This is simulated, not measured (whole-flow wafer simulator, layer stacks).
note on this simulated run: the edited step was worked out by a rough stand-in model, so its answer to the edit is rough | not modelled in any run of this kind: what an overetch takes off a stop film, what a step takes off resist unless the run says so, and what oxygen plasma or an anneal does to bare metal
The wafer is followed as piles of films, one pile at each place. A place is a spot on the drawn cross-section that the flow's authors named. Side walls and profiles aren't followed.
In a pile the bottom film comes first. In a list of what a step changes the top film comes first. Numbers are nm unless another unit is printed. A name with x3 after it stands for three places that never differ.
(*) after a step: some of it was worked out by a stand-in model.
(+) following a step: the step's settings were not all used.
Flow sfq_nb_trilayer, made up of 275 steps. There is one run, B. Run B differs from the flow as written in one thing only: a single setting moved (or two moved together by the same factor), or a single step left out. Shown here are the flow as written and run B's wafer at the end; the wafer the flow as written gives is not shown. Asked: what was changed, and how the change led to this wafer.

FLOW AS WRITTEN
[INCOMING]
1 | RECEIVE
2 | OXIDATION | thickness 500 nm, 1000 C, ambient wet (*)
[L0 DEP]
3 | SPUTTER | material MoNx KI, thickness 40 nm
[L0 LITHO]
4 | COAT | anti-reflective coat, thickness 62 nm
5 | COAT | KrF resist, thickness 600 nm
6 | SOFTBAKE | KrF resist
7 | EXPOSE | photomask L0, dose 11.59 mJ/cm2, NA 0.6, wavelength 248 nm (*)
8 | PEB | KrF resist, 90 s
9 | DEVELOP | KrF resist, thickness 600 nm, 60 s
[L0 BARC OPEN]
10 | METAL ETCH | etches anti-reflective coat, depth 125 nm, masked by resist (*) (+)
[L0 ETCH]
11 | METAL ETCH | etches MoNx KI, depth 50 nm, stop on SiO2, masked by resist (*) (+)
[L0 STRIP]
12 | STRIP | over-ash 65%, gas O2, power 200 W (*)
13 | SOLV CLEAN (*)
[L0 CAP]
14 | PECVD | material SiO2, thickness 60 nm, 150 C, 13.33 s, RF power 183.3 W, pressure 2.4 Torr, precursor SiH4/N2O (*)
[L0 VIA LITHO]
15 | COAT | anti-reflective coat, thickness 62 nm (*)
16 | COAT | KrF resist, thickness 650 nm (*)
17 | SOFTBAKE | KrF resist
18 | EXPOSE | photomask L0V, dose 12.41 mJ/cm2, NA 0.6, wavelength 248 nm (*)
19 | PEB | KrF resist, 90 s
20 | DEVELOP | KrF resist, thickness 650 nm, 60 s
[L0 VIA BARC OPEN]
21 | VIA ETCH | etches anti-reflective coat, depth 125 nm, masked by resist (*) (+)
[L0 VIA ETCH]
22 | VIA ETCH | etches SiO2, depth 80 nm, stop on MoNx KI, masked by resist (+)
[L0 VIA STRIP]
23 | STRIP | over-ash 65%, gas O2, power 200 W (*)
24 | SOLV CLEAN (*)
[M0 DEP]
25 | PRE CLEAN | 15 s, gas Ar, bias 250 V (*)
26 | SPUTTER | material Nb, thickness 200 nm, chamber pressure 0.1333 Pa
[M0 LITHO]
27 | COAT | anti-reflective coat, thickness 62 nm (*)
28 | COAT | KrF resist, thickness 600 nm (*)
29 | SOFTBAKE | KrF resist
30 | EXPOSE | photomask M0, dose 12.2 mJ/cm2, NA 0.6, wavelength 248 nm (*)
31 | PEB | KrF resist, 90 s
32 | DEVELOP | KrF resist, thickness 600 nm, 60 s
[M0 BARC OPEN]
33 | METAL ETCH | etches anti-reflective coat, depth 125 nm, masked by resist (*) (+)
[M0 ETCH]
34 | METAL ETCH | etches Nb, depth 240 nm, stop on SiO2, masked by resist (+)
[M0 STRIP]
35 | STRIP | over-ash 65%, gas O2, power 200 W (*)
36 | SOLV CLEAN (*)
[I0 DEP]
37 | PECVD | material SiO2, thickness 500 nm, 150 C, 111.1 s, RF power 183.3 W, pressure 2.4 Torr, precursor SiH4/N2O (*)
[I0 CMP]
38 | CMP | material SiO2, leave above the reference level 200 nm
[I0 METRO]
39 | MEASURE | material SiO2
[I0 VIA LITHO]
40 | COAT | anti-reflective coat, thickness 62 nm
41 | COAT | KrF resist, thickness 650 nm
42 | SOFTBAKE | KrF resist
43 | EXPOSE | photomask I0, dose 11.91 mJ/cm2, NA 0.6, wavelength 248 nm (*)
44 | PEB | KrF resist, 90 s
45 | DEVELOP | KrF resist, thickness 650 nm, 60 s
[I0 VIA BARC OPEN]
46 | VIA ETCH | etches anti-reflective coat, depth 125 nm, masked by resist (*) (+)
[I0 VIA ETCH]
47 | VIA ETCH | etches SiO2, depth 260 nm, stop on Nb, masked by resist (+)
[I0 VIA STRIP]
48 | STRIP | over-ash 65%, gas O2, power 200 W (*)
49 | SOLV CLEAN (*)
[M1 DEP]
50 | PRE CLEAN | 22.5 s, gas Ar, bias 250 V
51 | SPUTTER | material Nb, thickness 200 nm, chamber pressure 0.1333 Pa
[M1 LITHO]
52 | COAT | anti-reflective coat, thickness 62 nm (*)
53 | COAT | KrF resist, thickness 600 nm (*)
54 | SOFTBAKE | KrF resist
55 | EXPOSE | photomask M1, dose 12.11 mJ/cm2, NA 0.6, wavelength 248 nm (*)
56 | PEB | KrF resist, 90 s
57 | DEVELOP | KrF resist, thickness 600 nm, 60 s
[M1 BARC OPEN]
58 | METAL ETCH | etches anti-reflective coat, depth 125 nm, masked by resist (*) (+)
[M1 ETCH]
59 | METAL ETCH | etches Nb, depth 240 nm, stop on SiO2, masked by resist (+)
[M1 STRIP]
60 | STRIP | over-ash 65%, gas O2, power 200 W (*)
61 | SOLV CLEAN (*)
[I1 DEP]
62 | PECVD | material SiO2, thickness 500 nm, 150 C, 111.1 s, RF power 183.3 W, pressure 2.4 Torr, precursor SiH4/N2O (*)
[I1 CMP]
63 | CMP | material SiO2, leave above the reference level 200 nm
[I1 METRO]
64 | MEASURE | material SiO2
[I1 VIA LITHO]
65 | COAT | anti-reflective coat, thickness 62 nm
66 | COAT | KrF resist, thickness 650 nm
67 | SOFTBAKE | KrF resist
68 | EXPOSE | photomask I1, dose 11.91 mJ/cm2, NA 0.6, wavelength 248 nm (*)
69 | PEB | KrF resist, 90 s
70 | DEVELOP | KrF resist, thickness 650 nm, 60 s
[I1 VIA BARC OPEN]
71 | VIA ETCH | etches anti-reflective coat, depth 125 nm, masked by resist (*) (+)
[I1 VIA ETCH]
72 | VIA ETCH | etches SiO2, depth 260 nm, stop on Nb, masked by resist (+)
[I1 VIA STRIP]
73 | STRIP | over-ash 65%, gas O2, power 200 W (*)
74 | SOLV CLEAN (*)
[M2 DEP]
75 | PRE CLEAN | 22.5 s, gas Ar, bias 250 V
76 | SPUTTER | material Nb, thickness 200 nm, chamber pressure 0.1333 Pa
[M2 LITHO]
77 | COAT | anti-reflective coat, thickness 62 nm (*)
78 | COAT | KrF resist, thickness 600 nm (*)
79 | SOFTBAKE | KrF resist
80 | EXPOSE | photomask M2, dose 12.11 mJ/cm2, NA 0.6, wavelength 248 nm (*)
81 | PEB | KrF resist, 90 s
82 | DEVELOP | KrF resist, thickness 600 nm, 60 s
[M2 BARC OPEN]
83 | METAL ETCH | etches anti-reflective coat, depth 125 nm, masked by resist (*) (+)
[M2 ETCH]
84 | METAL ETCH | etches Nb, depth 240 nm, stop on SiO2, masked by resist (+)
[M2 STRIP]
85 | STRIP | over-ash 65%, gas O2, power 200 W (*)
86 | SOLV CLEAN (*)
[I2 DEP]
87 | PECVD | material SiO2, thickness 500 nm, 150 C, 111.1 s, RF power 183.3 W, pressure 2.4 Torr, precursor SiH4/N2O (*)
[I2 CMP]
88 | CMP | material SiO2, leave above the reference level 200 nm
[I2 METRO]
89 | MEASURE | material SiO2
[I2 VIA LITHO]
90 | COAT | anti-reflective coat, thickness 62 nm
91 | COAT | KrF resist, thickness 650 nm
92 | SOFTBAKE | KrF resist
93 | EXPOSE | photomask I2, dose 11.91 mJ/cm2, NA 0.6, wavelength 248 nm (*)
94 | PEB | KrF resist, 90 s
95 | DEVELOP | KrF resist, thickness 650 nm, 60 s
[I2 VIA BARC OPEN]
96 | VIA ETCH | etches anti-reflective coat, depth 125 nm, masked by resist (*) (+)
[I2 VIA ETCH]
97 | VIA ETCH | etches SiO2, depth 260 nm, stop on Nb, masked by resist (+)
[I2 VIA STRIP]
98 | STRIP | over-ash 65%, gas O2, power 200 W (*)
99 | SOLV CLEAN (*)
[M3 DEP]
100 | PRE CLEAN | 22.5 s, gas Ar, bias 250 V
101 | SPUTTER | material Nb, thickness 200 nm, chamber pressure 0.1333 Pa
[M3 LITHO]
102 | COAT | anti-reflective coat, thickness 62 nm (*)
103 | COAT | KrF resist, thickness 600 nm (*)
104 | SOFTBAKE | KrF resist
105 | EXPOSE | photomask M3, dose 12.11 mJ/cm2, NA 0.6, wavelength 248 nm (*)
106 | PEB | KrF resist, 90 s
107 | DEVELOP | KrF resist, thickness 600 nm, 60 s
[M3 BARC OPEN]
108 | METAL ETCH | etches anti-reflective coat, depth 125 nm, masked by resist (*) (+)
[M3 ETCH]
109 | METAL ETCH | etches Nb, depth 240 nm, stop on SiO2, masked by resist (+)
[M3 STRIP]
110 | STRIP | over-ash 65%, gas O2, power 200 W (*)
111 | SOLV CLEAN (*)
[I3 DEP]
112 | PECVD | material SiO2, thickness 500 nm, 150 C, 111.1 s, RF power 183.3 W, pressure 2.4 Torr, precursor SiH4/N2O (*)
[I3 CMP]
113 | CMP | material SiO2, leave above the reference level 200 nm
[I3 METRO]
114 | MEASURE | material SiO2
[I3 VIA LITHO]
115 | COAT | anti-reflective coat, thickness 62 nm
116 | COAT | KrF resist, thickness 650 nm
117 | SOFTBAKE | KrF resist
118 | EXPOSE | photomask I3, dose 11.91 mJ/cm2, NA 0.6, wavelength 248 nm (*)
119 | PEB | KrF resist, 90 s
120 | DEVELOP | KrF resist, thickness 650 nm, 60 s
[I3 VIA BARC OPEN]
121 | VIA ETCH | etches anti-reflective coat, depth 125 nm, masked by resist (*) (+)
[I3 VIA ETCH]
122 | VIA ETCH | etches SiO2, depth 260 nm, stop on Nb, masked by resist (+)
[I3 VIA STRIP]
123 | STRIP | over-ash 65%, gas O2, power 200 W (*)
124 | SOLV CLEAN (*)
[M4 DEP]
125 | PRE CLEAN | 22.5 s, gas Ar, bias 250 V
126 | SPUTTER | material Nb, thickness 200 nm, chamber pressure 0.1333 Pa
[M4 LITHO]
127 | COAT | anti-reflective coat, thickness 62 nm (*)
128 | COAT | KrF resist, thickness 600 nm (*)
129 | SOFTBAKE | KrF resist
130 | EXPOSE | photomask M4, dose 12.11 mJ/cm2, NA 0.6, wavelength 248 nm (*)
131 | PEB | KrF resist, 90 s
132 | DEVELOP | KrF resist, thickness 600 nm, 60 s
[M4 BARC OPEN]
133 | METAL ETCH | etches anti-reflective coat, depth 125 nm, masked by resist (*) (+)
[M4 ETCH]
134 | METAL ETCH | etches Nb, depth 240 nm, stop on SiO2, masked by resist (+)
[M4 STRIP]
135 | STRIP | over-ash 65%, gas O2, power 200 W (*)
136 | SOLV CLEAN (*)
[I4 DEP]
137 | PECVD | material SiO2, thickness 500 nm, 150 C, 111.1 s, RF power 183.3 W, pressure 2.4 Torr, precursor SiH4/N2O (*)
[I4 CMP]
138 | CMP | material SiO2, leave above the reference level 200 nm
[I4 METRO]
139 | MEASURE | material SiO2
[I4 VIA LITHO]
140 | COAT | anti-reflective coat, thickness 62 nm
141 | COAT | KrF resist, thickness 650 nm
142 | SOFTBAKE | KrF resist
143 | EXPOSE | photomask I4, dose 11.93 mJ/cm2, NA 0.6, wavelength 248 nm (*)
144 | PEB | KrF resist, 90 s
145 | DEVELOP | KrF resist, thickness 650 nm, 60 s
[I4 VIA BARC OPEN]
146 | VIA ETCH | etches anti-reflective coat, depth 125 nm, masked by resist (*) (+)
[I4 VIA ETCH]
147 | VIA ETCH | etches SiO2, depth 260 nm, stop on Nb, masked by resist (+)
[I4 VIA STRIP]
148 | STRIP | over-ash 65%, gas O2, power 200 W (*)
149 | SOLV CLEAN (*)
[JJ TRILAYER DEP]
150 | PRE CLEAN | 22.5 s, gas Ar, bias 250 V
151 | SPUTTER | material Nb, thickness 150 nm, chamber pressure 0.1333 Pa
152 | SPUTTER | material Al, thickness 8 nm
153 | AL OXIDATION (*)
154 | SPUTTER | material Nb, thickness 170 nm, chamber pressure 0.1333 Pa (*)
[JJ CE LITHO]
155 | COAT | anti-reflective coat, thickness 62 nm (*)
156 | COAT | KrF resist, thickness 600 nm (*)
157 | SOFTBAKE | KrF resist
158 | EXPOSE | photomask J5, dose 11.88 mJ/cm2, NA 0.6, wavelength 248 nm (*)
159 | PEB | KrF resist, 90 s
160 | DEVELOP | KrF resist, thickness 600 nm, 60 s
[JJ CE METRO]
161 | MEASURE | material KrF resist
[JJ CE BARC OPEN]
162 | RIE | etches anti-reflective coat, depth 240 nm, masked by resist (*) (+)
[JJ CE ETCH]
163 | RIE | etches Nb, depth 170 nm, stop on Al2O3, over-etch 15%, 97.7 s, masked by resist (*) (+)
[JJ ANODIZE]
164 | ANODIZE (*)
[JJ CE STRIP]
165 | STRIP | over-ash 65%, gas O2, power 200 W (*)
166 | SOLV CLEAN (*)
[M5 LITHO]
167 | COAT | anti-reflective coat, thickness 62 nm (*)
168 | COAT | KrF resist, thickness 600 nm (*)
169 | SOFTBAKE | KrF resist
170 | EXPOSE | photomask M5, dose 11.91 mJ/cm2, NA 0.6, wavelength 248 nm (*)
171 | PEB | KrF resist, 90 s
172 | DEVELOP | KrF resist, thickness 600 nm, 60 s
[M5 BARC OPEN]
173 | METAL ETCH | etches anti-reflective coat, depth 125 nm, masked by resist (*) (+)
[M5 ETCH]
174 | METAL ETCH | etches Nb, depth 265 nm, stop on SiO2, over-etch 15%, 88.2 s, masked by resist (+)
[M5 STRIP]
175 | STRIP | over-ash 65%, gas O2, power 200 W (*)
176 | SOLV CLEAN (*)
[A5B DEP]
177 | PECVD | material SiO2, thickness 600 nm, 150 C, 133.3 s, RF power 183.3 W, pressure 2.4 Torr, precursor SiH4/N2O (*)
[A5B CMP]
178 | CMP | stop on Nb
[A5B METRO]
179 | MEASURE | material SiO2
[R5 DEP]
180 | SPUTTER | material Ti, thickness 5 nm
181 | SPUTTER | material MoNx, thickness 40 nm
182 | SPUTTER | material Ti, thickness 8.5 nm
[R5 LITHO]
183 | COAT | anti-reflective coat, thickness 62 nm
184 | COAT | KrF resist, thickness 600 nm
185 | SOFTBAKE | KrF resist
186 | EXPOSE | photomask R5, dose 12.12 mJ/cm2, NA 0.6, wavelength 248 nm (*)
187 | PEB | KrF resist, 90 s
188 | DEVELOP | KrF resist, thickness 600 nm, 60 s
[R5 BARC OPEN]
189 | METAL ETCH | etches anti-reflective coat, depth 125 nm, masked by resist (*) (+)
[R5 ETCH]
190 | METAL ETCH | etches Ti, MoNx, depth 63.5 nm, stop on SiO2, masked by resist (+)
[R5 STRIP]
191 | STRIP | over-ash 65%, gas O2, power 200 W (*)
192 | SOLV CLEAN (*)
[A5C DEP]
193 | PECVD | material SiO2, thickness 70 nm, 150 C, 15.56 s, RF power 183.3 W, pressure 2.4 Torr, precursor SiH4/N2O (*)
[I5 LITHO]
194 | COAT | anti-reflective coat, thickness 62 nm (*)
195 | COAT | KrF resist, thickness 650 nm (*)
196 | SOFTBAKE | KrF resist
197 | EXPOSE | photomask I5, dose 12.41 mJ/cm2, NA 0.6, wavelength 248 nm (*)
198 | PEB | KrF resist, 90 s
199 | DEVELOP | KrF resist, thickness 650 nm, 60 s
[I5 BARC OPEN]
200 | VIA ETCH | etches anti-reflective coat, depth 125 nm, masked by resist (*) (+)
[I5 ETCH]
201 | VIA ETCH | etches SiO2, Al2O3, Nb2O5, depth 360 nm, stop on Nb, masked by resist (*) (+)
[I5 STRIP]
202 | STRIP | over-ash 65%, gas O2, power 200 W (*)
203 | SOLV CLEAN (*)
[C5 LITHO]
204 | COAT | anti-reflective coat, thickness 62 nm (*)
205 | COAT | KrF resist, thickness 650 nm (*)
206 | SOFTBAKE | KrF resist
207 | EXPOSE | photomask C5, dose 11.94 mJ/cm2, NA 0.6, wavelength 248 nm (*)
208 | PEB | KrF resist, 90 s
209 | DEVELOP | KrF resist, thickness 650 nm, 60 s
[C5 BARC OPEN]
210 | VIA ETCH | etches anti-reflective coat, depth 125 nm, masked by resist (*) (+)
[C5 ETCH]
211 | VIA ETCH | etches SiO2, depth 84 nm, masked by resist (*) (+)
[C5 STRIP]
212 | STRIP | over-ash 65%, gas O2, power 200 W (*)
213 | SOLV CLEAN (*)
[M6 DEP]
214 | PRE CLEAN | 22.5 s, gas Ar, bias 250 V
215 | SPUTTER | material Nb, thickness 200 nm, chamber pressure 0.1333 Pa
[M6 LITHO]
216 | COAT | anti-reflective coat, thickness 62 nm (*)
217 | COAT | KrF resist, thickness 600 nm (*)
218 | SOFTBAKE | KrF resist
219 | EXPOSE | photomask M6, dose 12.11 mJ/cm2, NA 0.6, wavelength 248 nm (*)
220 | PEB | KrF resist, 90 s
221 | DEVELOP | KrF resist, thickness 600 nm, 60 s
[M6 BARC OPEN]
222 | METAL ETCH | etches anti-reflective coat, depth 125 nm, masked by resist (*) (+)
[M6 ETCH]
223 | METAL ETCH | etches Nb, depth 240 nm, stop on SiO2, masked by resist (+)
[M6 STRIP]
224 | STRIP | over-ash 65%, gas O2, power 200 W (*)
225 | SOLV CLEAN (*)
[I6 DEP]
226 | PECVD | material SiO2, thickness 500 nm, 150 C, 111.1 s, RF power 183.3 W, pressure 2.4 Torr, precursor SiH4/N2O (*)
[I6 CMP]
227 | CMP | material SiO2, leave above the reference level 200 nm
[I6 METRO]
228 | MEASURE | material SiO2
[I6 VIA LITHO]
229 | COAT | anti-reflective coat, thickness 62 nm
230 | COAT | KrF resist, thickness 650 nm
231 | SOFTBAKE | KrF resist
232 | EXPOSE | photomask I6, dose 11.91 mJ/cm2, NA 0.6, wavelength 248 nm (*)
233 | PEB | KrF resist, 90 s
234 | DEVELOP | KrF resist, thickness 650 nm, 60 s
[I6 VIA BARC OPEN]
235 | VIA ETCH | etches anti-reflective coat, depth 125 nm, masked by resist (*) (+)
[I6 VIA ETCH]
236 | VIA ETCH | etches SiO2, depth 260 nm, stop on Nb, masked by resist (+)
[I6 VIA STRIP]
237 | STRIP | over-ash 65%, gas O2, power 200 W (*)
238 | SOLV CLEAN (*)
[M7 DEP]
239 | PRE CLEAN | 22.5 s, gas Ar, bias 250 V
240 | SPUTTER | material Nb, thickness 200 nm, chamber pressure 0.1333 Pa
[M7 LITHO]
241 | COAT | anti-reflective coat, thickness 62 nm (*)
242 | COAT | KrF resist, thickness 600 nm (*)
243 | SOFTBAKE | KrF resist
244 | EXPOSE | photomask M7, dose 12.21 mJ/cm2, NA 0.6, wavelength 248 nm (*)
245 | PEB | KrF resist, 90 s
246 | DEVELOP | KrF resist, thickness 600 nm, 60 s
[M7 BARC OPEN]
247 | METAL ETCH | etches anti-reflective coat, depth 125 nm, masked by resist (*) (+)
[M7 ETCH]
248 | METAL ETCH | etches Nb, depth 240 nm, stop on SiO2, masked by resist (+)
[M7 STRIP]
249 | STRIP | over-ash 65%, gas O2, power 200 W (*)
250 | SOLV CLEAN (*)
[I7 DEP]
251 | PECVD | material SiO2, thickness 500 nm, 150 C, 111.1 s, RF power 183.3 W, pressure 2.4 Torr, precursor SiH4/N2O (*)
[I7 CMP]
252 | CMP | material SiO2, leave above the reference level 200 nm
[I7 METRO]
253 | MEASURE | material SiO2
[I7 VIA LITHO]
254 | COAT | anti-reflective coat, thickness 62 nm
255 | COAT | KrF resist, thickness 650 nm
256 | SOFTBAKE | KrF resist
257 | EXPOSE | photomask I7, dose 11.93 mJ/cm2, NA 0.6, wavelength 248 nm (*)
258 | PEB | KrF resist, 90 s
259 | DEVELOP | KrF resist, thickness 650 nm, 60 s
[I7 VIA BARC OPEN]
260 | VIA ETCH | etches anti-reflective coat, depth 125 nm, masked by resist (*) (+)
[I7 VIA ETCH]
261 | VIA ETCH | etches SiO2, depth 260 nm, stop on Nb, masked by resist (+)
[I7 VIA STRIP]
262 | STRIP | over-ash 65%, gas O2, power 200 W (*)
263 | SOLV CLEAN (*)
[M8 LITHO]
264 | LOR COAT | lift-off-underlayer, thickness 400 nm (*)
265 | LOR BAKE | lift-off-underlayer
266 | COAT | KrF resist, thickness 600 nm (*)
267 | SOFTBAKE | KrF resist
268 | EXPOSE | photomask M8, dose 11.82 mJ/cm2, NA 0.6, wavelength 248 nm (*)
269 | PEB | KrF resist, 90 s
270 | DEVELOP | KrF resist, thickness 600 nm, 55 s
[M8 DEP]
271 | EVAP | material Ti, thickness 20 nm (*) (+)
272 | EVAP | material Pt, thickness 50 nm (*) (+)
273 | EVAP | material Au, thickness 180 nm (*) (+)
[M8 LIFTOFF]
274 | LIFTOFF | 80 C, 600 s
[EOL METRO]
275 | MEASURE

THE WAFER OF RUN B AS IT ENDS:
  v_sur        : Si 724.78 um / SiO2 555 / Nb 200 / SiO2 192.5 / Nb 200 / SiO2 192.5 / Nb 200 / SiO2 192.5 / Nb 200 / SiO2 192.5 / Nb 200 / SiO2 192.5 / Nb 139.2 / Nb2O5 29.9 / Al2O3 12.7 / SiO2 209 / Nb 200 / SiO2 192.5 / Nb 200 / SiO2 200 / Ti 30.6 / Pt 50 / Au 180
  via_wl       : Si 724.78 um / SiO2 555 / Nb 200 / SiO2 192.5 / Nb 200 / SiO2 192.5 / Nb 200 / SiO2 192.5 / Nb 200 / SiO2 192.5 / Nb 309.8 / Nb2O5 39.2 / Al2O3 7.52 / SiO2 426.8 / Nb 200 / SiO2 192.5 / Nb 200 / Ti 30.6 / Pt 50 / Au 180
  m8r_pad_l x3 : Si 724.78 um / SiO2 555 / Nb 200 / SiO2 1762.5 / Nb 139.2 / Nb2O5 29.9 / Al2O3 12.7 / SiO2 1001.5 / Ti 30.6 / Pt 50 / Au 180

Cause: step 271, EVAP: thickness 30.6 nm was run, though the flow has thickness 20 nm.
The wafer itself shows it: v_sur has Ti 30.6, and step 271 as written asks for 20 nm.

How this came from the change, step by step:
  271 | EVAP | material Ti, thickness 20 nm (*) (+)
      field_l, v_sur, via_wl and 103 more: Ti gains 30.6 (new film) (it would be, as written: Ti gains 20 (new film))
  274 | LIFTOFF | 80 C, 600 s
      p4_fl x3, p4_w1 x9, p4_g1 x2 and 60 more: Au loses 180 (all of it), Pt loses 50 (all of it), Ti loses 30.6 (all of it), KrF resist loses 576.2 (all of it), lift-off-underlayer loses 400 (all of it) (it would be, as written: Au loses 180 (all of it), Pt loses 50 (all of it), Ti loses 20 (all of it), KrF resist loses 576.2 (all of it), lift-off-underlayer loses 400 (all of it))
      c5j, ce_r: Au loses 180 (all of it), Pt loses 50 (all of it), Ti loses 30.6 (all of it), KrF resist loses 573.3 (all of it), lift-off-underlayer loses 399.3 (all of it) (it would be, as written: Au loses 180 (all of it), Pt loses 50 (all of it), Ti loses 20 (all of it), KrF resist loses 573.3 (all of it), lift-off-underlayer loses 399.3 (all of it))
      (and at 19 other places as well)
